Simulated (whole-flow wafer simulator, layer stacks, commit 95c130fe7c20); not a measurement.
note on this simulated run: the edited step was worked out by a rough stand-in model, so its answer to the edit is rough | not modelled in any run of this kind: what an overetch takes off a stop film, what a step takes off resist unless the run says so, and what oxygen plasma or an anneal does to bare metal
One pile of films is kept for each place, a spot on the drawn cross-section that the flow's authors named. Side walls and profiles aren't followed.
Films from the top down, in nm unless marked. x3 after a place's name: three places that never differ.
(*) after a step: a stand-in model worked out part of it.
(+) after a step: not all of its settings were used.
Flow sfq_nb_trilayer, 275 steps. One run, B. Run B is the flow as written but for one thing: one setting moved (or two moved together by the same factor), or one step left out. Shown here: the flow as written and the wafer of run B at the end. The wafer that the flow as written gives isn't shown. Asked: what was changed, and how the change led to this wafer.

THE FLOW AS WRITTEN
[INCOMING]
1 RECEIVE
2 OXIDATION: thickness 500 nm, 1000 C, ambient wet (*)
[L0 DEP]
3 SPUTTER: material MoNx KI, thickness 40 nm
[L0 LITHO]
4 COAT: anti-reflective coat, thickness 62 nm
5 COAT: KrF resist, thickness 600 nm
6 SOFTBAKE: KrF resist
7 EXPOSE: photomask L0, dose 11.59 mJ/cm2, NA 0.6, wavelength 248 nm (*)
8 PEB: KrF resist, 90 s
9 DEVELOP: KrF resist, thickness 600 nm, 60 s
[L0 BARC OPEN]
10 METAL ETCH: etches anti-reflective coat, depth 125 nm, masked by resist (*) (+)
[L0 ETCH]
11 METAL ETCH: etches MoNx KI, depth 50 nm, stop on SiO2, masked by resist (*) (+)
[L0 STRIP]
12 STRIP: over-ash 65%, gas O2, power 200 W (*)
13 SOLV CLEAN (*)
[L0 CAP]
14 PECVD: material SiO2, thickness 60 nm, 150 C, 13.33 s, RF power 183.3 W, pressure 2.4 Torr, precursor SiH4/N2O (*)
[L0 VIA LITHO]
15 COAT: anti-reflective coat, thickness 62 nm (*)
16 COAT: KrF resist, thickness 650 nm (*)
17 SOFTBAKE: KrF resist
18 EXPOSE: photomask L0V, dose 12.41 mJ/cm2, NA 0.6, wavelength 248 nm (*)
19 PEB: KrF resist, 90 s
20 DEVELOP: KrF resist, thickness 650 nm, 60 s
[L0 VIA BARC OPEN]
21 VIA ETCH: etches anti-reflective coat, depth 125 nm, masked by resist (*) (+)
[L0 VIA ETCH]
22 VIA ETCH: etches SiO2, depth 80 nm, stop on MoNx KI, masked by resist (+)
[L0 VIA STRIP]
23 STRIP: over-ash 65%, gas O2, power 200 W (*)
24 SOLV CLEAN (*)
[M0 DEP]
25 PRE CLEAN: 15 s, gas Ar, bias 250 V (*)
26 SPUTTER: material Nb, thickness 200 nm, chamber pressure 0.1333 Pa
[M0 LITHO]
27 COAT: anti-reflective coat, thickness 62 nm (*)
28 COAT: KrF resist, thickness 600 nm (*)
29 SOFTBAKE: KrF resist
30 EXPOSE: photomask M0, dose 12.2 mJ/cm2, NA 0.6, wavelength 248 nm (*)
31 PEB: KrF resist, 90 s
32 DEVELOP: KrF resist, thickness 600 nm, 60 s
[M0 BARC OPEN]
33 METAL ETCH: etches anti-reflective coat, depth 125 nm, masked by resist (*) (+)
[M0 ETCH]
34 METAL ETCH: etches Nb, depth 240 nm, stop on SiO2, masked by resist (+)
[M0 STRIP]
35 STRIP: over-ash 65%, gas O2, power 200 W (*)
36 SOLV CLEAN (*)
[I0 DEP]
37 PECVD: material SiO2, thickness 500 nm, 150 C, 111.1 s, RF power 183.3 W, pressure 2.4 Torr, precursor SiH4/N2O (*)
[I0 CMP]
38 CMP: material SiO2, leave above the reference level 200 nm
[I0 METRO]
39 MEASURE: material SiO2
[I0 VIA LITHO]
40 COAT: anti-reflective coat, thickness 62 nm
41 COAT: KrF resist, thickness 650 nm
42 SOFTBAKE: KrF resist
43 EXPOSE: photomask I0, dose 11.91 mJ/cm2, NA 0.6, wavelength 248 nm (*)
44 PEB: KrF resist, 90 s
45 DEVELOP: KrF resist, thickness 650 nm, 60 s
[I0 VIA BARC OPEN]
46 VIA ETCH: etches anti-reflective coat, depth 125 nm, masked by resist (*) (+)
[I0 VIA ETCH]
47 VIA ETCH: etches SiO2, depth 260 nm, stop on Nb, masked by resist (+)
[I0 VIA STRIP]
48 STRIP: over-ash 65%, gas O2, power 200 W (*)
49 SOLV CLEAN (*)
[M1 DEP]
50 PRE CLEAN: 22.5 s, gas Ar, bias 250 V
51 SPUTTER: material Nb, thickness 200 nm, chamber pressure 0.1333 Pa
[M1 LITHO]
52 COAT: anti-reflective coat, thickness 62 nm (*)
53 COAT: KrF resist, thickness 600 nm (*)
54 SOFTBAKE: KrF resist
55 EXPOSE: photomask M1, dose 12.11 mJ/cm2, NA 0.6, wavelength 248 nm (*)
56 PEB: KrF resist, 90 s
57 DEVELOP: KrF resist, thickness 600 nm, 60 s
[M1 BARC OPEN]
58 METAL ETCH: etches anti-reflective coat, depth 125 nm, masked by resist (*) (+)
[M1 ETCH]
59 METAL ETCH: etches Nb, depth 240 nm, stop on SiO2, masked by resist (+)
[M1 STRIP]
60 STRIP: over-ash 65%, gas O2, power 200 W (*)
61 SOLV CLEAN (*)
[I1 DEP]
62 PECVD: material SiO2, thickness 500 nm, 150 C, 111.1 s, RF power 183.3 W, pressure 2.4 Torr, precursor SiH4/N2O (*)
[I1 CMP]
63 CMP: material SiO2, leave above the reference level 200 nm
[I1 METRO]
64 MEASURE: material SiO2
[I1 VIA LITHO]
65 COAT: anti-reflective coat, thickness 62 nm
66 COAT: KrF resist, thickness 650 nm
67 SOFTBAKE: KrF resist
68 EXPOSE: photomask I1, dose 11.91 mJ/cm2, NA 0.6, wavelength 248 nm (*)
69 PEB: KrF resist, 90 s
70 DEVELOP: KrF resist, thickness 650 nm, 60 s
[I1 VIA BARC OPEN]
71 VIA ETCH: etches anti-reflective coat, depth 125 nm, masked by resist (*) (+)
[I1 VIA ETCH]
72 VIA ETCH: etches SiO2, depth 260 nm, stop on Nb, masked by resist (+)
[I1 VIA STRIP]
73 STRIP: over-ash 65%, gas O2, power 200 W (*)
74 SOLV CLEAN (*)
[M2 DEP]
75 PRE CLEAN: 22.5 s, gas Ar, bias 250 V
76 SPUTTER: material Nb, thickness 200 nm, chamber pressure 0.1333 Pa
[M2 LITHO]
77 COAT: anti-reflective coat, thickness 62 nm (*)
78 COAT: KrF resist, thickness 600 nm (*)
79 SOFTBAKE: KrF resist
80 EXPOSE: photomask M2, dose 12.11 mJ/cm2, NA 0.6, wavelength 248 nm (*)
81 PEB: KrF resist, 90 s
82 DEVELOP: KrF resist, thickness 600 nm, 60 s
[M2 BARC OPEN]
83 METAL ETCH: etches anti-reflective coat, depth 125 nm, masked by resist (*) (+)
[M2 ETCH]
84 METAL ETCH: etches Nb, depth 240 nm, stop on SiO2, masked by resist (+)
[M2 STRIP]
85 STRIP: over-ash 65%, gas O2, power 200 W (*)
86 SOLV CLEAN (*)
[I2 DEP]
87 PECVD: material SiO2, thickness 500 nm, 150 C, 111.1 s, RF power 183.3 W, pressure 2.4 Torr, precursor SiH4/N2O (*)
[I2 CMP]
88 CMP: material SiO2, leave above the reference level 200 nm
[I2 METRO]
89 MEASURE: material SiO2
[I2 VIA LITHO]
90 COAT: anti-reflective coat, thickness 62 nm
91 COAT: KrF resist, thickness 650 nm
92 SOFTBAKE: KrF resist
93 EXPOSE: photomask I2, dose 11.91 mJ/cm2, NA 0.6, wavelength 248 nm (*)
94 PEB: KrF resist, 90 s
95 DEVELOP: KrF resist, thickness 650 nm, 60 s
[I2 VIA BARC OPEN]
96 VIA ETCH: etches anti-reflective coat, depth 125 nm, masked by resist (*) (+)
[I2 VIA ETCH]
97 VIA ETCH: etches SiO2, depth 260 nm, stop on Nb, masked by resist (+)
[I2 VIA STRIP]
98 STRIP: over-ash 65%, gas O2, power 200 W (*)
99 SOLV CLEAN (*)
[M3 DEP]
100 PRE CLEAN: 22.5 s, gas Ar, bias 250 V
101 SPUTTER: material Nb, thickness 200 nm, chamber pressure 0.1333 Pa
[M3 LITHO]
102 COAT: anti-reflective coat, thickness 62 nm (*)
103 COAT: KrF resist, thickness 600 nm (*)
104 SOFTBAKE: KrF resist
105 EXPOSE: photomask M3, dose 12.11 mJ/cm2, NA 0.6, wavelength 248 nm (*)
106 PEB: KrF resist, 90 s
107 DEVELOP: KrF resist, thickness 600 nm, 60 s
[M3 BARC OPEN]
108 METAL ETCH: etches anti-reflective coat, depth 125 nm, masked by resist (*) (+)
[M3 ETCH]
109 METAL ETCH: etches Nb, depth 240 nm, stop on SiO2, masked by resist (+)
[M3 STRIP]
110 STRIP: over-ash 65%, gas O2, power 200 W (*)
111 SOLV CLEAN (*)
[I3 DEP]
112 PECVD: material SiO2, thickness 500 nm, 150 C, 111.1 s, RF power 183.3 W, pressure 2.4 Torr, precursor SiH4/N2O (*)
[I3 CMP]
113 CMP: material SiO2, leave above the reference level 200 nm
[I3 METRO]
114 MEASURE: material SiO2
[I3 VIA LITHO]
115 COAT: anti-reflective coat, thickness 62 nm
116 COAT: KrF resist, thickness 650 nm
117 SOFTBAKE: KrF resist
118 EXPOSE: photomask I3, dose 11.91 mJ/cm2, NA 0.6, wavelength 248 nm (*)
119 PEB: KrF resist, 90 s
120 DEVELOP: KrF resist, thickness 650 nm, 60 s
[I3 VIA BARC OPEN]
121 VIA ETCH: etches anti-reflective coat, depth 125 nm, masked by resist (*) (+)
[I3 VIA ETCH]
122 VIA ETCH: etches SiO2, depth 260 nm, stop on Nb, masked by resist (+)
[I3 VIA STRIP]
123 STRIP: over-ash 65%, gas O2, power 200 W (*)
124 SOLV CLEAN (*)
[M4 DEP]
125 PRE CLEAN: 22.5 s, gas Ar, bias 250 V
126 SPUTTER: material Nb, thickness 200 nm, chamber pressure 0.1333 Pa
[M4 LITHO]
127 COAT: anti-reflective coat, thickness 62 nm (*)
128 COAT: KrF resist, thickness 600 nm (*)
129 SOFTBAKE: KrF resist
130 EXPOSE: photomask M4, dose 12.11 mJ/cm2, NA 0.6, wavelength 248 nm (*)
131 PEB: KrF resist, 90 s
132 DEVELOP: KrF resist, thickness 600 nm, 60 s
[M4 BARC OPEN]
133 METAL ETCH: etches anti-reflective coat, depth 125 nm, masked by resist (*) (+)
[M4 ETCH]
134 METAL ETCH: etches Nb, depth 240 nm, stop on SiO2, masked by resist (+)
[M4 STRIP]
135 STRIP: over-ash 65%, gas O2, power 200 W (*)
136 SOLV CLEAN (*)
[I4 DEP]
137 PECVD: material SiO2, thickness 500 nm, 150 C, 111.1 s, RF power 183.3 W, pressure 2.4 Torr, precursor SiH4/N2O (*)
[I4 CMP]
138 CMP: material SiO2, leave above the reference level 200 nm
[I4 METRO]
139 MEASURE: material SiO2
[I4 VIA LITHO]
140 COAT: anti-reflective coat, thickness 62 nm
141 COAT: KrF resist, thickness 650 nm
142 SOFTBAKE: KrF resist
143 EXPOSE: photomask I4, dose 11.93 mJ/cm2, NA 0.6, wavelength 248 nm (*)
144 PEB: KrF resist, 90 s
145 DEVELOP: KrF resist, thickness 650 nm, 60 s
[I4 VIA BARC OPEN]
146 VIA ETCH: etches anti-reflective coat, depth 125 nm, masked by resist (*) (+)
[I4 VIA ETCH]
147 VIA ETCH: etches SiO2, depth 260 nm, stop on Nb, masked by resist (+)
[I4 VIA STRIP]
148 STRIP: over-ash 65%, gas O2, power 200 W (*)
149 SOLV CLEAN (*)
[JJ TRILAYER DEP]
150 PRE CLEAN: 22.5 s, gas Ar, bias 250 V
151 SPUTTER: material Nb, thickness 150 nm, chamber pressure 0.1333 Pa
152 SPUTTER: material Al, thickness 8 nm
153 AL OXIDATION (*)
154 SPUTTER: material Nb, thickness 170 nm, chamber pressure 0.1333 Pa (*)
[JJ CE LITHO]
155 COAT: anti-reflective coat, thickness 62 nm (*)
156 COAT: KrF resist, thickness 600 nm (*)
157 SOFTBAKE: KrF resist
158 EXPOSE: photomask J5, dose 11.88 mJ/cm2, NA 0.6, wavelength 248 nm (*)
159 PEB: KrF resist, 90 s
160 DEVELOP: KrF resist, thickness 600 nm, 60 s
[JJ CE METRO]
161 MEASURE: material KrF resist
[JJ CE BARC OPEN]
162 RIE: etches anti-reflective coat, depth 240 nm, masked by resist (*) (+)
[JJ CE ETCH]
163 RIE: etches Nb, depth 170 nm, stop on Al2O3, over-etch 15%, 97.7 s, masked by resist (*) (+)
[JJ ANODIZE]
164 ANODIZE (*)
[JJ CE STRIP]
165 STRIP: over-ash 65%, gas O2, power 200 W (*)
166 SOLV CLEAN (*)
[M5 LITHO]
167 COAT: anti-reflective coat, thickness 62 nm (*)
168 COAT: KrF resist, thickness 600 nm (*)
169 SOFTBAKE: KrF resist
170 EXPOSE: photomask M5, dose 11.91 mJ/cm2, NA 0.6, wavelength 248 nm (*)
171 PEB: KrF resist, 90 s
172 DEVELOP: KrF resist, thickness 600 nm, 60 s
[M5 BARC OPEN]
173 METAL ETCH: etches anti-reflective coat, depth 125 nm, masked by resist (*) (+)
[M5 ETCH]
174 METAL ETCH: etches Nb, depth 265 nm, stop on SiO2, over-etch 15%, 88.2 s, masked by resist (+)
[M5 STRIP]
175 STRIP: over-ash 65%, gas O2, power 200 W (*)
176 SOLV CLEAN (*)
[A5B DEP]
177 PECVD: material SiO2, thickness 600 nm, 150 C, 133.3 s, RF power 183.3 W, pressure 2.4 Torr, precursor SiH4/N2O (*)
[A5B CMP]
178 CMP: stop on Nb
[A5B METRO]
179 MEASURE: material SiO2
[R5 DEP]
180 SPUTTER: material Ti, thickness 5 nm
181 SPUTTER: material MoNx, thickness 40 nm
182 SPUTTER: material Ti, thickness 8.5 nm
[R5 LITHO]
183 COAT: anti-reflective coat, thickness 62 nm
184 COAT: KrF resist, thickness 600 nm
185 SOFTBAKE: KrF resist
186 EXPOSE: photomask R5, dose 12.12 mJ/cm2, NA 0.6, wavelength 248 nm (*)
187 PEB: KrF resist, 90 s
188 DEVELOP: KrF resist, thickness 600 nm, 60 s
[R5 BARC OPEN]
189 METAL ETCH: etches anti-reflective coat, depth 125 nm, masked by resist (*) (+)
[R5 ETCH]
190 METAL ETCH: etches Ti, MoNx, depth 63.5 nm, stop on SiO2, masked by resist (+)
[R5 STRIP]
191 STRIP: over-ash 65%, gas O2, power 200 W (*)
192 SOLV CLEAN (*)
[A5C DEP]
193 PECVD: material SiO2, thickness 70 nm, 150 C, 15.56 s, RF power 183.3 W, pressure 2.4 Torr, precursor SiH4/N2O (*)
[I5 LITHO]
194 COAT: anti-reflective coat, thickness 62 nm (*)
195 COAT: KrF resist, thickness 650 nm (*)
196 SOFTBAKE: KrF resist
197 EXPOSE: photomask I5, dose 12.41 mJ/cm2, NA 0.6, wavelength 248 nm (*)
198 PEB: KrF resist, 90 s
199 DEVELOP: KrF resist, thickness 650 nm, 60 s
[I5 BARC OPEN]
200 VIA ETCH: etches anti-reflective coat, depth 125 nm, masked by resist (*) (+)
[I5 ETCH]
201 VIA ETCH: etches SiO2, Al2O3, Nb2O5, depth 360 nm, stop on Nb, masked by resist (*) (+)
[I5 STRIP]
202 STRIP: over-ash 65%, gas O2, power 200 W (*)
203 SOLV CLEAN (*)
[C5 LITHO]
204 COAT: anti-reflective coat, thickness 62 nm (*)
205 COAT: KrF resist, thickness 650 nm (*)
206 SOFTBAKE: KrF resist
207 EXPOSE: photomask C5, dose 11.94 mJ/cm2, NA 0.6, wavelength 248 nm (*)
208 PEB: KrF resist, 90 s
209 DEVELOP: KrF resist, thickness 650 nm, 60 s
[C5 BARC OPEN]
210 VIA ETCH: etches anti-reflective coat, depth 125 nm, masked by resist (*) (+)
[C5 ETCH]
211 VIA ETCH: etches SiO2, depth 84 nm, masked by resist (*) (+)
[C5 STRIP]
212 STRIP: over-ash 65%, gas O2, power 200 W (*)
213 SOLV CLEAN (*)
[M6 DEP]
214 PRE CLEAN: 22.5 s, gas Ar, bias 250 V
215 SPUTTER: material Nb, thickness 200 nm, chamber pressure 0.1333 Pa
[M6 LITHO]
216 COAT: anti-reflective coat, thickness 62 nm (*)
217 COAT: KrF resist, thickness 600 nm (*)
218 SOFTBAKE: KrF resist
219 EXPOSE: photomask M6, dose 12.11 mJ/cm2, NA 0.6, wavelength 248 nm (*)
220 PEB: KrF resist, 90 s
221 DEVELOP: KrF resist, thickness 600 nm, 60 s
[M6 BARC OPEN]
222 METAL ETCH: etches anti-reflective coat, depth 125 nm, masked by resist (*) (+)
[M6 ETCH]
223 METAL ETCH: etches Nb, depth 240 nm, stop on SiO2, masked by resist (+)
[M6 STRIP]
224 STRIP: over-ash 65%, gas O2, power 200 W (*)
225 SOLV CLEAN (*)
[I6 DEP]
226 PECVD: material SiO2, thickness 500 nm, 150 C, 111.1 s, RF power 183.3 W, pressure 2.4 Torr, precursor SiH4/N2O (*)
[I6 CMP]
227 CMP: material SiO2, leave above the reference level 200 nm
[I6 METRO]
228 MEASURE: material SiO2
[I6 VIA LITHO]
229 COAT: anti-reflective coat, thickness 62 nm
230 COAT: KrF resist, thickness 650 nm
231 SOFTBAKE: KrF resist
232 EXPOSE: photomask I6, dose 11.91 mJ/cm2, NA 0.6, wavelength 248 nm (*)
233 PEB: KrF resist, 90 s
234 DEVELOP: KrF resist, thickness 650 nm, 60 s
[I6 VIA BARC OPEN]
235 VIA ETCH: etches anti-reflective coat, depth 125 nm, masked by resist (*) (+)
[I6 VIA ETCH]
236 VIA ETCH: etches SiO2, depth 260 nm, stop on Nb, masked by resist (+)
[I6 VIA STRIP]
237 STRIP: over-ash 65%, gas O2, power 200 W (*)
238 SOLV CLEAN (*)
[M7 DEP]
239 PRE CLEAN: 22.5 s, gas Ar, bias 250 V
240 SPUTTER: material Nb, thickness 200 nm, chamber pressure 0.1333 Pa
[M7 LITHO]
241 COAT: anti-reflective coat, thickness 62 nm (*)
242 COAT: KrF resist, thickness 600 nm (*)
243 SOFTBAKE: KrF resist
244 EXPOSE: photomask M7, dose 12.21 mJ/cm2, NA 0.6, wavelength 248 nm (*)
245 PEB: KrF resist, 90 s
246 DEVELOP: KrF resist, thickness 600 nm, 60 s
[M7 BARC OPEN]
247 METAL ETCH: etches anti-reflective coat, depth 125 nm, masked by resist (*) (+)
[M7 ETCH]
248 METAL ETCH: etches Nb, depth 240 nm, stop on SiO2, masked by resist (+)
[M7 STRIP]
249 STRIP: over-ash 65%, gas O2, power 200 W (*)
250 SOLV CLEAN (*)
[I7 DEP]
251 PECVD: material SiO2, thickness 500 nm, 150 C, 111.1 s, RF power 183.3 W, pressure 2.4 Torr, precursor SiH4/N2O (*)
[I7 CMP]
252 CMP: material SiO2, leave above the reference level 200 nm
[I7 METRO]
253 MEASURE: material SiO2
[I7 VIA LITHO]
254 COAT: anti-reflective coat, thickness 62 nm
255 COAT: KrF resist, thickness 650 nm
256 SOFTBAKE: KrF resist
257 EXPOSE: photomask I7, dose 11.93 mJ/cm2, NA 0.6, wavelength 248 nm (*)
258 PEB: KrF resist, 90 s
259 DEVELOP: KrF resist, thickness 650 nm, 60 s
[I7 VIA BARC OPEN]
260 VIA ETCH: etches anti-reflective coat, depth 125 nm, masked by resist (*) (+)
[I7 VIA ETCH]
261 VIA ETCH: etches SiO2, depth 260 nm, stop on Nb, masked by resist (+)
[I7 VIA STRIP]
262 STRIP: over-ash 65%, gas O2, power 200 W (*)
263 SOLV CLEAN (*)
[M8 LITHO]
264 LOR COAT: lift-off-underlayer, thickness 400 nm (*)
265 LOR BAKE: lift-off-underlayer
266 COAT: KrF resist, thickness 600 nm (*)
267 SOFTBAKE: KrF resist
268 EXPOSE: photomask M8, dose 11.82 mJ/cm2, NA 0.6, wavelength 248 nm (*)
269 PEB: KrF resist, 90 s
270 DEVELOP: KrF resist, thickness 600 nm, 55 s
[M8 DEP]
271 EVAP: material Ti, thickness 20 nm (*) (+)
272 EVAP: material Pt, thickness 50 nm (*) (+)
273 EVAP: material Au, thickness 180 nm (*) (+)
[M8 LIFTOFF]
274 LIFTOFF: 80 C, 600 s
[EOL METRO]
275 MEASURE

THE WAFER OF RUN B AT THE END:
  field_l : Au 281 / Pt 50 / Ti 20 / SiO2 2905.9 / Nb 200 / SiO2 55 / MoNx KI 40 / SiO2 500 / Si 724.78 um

The cause: step 273, EVAP: thickness 281 nm was run, where the flow has thickness 180 nm.
It can be read off the wafer: field_l has Au 281, and step 273 as written asks for 180 nm.

How the change led to this, step by step:
  273 EVAP: material Au, thickness 180 nm (*) (+)
      field_l, v_sur, via_wl and 103 more: Au +281 (new film) (as written it would be: Au +180 (new film))
  274 LIFTOFF: 80 C, 600 s
      p4_fl, p4_fm, p4_w1 and 71 more: Au -281 (all of it), Pt -50 (all of it), Ti -20 (all of it), KrF resist -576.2 (all of it), lift-off-underlayer -400 (all of it) (as written it would be: Au -180 (all of it), Pt -50 (all of it), Ti -20 (all of it), KrF resist -576.2 (all of it), lift-off-underlayer -400 (all of it))
      c5j, ce_r: Au -281 (all of it), Pt -50 (all of it), Ti -20 (all of it), KrF resist -573.3 (all of it), lift-off-underlayer -399.3 (all of it) (as written it would be: Au -180 (all of it), Pt -50 (all of it), Ti -20 (all of it), KrF resist -573.3 (all of it), lift-off-underlayer -399.3 (all of it))
      (and at 19 more places)
